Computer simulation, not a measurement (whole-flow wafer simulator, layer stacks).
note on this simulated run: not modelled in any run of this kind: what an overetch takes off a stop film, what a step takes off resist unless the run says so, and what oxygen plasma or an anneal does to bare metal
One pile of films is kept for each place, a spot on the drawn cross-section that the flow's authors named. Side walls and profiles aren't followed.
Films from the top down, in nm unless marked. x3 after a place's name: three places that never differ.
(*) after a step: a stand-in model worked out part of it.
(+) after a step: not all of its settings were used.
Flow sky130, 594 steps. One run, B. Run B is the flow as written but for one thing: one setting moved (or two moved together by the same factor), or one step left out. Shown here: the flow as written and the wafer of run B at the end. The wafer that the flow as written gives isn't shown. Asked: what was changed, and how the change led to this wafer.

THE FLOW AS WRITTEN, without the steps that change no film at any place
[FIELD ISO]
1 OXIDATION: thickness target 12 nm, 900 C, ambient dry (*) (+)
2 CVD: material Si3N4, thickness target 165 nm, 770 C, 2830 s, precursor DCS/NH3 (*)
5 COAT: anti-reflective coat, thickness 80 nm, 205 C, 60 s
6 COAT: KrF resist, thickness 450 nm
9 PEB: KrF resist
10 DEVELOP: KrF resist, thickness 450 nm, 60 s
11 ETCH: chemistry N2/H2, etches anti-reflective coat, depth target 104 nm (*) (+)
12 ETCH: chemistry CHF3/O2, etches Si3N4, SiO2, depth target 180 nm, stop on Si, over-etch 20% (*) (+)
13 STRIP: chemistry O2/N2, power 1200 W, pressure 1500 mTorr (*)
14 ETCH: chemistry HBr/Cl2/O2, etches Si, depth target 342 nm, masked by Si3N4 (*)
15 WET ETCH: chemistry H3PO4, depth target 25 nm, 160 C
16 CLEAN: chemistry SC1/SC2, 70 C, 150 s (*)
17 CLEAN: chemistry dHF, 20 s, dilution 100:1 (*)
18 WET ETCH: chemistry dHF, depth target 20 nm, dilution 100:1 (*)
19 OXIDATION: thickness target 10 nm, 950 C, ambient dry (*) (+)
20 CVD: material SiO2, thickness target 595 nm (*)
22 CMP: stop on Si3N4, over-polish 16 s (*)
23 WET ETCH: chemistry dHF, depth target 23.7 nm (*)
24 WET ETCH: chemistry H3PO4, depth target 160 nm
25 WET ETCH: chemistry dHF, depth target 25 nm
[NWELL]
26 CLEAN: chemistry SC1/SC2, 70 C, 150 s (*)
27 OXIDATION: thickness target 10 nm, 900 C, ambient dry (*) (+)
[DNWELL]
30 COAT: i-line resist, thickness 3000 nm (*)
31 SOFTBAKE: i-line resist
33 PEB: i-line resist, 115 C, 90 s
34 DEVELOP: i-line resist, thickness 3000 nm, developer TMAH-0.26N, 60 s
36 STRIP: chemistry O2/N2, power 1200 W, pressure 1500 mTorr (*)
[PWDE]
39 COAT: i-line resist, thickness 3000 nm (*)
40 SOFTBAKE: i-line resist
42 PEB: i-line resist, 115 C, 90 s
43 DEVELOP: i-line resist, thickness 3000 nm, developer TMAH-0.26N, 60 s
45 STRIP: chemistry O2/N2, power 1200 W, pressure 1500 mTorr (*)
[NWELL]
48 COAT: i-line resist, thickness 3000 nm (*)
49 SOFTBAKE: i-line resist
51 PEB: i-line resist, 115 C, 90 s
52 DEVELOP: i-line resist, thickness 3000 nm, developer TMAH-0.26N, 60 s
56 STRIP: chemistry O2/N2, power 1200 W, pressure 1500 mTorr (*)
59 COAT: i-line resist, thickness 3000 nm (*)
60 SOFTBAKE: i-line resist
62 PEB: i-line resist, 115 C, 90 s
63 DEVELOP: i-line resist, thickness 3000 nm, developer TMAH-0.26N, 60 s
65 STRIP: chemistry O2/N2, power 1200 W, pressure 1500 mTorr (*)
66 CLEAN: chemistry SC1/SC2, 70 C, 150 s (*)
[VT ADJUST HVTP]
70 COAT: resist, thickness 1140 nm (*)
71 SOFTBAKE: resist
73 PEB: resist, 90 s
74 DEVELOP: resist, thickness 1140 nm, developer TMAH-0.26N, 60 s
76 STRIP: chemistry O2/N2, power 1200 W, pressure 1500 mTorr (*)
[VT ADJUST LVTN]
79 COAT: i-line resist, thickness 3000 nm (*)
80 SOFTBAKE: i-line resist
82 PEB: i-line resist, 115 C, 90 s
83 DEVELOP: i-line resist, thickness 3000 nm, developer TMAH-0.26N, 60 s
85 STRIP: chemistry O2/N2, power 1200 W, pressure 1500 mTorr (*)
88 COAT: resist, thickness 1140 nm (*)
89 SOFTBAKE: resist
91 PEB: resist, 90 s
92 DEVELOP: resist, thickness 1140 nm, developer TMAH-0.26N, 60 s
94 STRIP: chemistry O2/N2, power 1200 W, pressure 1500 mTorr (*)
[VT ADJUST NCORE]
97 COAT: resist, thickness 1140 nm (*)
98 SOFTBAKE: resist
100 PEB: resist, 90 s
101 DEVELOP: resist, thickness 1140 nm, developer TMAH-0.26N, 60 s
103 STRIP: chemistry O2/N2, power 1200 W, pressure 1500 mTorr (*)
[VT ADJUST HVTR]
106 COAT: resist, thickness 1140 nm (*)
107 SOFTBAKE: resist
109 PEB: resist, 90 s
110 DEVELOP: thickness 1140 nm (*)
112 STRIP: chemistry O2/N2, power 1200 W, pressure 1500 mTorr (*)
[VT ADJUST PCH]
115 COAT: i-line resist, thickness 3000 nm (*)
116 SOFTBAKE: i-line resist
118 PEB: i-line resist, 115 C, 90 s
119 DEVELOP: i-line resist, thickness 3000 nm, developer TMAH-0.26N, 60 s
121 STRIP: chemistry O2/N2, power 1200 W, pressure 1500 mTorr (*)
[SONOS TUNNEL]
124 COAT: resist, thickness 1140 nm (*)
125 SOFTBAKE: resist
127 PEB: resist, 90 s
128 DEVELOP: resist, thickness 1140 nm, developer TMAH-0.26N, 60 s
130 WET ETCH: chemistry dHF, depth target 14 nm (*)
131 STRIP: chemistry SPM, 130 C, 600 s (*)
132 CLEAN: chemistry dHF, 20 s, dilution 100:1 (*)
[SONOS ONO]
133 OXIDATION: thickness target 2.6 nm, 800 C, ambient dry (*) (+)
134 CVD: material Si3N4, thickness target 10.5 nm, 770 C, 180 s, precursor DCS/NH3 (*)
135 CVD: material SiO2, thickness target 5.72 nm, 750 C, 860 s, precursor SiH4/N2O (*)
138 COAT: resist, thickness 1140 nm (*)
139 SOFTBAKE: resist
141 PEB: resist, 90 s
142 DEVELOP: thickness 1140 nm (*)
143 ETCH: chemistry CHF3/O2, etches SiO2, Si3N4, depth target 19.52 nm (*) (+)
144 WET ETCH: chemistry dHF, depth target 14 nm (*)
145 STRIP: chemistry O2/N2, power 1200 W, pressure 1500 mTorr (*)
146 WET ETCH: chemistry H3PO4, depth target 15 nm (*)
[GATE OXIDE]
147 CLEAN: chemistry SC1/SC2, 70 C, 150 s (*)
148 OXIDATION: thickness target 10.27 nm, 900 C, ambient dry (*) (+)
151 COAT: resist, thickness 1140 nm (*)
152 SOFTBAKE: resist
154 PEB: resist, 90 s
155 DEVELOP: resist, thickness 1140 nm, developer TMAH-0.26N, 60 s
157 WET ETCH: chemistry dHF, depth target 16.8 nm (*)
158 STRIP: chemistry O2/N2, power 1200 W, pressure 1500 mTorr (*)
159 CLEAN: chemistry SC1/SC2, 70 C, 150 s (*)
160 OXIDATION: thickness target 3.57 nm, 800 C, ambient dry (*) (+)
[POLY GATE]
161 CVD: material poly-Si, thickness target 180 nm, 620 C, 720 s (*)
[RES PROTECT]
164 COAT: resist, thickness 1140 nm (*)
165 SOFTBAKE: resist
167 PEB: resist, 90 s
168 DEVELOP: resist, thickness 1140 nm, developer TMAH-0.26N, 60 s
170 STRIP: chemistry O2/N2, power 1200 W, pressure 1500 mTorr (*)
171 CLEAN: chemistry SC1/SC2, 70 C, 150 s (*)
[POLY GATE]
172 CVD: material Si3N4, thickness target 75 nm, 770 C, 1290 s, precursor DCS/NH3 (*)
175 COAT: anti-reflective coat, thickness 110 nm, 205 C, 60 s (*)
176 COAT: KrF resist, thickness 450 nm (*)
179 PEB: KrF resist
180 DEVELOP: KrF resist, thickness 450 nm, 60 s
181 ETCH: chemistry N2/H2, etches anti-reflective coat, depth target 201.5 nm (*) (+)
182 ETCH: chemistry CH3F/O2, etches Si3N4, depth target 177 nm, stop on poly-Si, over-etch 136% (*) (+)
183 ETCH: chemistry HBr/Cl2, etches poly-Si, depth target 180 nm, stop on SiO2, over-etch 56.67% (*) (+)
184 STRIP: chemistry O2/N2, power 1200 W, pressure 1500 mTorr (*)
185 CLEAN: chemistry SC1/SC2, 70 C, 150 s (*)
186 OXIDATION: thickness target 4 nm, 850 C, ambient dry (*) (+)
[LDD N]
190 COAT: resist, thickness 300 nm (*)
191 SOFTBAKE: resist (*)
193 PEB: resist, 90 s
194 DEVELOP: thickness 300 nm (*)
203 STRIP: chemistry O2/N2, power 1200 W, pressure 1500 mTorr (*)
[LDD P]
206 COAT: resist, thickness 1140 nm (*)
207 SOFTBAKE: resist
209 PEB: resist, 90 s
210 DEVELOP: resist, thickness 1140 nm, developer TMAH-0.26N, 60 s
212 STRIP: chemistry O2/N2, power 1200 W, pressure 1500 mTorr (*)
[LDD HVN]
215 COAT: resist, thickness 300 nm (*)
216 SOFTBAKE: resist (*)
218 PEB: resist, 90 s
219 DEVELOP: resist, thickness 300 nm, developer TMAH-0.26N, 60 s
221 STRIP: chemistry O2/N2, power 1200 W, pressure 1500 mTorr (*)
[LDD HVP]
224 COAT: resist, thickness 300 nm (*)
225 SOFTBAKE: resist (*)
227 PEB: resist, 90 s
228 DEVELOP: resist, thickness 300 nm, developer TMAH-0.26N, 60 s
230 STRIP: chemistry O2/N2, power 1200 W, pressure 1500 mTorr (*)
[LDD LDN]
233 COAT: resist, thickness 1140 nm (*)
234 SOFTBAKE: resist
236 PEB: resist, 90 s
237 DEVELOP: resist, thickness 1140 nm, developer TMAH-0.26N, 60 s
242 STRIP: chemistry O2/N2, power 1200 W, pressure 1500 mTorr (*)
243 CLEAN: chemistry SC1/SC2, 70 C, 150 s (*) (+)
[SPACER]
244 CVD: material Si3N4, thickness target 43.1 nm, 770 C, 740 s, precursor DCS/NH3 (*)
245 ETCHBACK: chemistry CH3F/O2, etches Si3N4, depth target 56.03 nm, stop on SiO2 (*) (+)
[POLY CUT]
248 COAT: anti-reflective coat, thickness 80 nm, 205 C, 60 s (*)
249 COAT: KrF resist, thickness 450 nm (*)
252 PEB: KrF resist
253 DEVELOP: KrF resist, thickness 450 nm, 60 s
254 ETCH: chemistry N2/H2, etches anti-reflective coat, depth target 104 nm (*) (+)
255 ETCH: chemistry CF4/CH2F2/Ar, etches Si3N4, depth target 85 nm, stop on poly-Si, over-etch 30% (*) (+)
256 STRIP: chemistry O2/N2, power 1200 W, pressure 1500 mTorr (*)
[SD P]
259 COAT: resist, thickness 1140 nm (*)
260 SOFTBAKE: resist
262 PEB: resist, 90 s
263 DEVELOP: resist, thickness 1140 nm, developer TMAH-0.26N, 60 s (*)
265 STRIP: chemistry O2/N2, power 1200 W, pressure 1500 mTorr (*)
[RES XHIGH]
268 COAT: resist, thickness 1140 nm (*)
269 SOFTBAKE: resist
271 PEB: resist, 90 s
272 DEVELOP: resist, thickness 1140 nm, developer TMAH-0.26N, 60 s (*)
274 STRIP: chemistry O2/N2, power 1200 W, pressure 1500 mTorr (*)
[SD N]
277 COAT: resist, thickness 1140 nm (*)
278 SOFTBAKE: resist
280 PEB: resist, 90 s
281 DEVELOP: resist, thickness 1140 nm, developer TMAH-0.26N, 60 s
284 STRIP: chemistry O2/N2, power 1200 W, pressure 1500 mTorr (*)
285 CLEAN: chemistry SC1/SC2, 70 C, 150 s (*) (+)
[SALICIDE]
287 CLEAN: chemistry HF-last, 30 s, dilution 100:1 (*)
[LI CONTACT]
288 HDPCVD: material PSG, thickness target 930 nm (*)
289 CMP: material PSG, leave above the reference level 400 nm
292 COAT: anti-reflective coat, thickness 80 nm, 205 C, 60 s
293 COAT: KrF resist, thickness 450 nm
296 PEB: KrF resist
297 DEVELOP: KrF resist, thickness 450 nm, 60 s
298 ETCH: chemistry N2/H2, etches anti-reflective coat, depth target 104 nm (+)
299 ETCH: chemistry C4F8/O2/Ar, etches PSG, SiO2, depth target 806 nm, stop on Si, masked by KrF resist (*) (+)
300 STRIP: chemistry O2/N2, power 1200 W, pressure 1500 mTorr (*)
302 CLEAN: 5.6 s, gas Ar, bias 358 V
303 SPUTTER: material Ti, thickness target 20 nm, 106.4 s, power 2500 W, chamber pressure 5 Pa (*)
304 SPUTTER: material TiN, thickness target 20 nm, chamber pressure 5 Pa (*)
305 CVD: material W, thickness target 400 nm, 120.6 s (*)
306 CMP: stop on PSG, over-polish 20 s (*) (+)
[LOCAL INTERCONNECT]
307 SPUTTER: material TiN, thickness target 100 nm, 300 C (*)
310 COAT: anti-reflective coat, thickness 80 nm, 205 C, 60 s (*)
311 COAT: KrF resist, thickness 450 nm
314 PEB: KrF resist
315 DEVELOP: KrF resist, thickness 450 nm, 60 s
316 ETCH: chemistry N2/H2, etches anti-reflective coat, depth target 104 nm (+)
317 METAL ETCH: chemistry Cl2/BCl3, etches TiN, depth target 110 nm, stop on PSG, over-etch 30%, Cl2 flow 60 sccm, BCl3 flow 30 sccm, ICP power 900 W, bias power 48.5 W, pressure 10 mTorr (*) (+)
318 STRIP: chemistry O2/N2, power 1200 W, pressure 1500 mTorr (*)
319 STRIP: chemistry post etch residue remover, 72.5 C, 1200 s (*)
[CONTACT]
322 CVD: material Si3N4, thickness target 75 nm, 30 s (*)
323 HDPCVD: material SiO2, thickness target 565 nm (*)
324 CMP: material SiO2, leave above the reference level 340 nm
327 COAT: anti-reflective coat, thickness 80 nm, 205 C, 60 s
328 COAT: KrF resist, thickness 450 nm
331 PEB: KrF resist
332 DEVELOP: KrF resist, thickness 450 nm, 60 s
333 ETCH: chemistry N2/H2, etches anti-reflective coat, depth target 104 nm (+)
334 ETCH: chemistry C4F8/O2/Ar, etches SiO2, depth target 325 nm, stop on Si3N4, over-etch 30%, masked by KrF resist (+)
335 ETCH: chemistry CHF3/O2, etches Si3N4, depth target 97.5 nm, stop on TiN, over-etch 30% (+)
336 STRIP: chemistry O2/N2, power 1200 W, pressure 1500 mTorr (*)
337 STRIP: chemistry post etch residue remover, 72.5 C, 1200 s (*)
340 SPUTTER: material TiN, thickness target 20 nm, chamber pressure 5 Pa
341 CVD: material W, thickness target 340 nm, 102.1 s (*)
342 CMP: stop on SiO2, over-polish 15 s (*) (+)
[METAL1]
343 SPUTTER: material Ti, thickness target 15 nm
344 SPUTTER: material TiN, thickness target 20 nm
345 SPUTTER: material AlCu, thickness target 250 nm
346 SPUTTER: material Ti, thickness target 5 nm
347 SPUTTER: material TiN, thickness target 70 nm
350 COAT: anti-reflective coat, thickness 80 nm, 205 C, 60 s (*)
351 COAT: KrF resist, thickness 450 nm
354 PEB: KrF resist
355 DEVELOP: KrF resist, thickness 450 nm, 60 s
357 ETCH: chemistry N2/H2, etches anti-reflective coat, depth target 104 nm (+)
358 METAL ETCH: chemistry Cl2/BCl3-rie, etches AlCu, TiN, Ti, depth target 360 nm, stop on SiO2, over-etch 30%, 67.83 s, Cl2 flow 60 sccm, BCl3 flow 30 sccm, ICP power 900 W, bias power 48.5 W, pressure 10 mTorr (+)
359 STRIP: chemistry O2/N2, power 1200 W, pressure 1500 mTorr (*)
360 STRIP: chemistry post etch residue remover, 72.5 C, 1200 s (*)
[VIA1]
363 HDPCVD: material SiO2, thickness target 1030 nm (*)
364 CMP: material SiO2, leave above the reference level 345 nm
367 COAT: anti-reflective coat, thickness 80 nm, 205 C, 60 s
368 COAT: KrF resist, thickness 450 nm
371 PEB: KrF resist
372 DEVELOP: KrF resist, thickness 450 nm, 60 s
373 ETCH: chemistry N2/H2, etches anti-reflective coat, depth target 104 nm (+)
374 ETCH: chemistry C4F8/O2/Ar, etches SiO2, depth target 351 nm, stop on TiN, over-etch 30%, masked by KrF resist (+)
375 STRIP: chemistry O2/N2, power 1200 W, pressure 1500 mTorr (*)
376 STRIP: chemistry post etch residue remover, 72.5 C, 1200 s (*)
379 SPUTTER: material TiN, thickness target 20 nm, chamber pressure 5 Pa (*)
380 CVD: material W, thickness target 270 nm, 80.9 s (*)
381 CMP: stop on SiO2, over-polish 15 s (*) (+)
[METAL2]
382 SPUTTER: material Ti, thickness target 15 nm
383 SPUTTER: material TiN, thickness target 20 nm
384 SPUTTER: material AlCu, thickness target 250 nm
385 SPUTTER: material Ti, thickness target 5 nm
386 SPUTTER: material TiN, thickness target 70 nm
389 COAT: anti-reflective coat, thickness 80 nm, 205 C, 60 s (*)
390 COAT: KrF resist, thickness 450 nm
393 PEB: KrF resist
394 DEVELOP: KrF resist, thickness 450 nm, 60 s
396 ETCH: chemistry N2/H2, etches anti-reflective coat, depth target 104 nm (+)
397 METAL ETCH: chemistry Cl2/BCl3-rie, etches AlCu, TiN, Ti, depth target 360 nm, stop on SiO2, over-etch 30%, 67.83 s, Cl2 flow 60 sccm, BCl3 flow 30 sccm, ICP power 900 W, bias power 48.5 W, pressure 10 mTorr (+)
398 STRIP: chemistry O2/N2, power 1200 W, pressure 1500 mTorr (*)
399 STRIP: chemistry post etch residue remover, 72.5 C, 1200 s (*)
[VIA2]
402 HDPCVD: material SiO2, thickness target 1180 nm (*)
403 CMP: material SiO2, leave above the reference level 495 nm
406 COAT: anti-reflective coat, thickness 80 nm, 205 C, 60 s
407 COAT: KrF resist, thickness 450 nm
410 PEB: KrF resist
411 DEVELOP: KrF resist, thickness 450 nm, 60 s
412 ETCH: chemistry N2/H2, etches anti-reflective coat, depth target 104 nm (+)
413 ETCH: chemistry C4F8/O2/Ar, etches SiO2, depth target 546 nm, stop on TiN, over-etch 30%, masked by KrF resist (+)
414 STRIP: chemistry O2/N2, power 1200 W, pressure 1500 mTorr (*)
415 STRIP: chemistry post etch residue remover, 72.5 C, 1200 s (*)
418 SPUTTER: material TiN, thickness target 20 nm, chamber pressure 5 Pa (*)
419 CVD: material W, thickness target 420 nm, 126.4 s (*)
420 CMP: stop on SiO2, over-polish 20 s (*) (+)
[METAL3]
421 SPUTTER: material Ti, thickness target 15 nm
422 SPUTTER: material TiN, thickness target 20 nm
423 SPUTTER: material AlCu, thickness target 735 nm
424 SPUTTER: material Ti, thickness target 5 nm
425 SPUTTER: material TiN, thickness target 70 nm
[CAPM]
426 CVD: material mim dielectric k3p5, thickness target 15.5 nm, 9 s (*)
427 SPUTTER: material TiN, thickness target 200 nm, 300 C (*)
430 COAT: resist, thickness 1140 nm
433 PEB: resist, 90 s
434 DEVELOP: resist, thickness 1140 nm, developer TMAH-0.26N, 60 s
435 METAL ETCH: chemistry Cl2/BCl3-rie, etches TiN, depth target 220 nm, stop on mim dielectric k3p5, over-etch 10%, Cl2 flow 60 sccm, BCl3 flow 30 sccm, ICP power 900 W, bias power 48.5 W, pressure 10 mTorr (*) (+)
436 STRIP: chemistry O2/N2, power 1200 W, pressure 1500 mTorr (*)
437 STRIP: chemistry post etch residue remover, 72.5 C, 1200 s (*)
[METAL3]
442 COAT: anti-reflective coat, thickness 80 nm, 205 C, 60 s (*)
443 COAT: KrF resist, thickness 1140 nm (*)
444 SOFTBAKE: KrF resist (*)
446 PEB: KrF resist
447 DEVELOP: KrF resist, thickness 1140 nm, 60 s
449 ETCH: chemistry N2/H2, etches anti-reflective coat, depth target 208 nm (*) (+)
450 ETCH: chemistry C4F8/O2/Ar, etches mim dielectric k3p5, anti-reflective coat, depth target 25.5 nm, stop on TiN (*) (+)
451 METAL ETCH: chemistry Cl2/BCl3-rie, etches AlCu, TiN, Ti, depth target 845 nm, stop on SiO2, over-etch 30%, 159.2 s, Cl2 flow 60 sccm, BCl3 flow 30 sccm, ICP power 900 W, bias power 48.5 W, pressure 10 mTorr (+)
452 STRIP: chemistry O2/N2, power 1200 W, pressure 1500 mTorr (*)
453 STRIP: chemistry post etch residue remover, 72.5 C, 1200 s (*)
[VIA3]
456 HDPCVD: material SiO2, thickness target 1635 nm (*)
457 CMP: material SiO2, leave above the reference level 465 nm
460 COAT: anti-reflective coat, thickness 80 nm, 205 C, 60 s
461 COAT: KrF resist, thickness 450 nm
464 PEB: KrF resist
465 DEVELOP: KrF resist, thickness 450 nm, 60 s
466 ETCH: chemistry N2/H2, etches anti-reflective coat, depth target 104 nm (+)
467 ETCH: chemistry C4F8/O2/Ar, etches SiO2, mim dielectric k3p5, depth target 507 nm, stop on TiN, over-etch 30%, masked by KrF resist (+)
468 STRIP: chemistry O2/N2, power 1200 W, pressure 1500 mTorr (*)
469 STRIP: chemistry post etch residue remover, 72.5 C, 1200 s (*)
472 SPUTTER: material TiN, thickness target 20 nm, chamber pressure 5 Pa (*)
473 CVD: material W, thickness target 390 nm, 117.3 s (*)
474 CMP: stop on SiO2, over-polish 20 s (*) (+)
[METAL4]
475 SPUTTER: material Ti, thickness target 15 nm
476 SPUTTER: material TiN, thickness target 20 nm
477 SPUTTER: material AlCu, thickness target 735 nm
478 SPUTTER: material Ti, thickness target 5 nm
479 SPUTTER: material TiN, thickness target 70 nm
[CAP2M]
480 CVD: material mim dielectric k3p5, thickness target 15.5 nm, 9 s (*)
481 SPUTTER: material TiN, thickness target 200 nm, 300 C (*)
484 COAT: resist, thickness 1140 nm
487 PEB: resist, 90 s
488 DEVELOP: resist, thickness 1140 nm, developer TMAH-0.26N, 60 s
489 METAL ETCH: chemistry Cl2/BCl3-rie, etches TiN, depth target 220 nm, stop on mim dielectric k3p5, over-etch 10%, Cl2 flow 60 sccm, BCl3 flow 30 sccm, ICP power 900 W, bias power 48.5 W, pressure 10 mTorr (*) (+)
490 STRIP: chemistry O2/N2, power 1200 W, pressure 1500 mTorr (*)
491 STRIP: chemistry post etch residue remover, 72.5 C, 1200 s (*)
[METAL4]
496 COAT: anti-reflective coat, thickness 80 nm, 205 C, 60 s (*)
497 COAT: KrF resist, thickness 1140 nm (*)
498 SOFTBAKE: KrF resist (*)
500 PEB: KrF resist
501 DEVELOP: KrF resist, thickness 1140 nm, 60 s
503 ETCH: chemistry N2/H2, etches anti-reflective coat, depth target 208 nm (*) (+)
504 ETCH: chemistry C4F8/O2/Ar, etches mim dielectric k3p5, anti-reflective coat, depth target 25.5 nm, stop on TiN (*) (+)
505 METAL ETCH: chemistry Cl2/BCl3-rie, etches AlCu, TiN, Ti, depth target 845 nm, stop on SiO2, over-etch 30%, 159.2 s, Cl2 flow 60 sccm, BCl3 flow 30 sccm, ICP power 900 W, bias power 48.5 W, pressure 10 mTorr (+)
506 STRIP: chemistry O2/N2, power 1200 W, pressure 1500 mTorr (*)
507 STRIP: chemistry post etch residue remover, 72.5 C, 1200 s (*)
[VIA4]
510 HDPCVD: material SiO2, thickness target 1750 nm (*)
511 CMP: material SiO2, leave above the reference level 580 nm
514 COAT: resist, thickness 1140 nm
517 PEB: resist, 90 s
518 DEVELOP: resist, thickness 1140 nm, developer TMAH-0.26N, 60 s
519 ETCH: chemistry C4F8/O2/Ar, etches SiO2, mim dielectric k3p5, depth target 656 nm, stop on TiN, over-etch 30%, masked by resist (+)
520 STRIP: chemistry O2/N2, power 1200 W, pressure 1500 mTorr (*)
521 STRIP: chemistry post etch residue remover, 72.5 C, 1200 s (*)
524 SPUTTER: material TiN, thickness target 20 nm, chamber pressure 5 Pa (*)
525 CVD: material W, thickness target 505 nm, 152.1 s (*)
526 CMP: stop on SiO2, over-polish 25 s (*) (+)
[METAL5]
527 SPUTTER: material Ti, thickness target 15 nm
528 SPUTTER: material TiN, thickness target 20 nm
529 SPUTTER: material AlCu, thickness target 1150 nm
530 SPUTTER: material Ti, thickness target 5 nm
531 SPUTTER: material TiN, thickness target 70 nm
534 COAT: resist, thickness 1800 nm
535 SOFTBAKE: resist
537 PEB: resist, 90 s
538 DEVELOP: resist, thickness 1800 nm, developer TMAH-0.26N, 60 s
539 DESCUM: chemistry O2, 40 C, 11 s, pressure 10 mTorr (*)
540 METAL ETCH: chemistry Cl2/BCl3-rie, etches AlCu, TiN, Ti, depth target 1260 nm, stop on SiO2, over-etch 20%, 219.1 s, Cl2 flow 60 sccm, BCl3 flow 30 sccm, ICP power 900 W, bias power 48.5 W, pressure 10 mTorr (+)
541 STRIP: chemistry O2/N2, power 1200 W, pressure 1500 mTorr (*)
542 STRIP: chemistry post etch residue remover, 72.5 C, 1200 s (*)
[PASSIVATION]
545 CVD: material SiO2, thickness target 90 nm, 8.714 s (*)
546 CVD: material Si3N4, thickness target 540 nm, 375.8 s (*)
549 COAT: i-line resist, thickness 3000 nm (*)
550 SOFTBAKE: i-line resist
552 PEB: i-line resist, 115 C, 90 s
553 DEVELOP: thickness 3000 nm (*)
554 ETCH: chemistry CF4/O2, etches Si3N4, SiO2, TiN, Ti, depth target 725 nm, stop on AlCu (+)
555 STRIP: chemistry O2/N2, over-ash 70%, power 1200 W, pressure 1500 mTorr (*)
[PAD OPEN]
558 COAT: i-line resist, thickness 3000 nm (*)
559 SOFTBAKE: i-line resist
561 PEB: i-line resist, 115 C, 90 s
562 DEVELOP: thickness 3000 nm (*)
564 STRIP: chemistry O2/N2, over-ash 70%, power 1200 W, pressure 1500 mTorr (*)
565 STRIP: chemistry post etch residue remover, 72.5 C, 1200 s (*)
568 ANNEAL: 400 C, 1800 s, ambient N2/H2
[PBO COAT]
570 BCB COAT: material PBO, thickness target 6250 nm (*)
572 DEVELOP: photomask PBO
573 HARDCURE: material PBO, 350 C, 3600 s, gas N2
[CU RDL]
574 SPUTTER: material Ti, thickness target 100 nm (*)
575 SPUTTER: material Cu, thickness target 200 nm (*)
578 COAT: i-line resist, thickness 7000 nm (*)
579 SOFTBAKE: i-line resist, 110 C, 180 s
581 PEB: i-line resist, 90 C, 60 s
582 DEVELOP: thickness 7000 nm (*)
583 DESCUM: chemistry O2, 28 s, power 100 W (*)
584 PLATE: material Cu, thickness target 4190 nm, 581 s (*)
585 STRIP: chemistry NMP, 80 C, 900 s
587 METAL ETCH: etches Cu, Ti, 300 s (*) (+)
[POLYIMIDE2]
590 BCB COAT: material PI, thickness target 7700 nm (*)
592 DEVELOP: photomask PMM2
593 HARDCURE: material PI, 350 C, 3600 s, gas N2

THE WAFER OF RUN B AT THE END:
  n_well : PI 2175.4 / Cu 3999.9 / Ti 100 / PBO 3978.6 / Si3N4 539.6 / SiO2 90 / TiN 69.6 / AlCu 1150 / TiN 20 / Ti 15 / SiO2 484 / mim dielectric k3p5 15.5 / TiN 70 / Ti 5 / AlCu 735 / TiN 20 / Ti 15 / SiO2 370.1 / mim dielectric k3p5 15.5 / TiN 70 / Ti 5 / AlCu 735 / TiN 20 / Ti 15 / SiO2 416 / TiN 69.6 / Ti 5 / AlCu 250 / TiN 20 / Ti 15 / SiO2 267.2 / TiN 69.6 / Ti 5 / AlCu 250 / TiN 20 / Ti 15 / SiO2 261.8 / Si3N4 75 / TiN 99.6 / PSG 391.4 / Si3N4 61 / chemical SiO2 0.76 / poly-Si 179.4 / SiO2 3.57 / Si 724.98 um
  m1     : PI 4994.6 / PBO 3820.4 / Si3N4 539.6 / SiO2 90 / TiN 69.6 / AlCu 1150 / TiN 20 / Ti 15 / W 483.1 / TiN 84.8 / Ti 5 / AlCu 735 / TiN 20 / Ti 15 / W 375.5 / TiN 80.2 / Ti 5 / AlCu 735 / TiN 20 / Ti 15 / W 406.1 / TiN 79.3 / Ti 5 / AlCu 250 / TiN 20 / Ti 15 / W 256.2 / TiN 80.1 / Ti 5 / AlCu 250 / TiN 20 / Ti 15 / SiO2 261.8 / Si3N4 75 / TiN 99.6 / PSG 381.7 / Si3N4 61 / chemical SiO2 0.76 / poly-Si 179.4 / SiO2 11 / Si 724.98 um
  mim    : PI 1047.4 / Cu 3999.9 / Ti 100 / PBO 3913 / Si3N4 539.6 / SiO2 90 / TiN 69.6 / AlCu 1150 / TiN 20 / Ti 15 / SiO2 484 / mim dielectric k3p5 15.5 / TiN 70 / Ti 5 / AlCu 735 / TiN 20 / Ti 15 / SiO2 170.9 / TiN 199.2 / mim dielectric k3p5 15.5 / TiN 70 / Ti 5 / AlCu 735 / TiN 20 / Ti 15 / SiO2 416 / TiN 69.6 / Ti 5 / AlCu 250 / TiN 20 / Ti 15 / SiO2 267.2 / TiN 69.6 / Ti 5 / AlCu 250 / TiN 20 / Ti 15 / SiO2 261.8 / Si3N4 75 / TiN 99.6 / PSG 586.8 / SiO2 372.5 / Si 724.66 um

The cause: step 530, SPUTTER: material Ti, thickness target 5 nm, was left out.

How the change led to this, step by step:
  540 METAL ETCH: chemistry Cl2/BCl3-rie, etches AlCu, TiN, Ti, depth target 1260 nm, stop on SiO2, over-etch 20%, 219.1 s, Cl2 flow 60 sccm, BCl3 flow 30 sccm, ICP power 900 W, bias power 48.5 W, pressure 10 mTorr (+)
      field, active, gate and 175 more: TiN -70 (all of it), AlCu -1150 (all of it), TiN -20 (all of it), Ti -15 (all of it), SiO2 -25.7 (as written it would be: TiN -70 (all of it), Ti -5 (all of it), AlCu -1150 (all of it), TiN -20 (all of it), Ti -15 (all of it), SiO2 -25.2)
  554 ETCH: chemistry CF4/O2, etches Si3N4, SiO2, TiN, Ti, depth target 725 nm, stop on AlCu (+)
      pad: Si3N4 -540 (all of it), SiO2 -90 (all of it), TiN -69.6 (all of it) (as written it would be: Si3N4 -540 (all of it), SiO2 -90 (all of it), TiN -69.6 (all of it), Ti -5 (all of it))
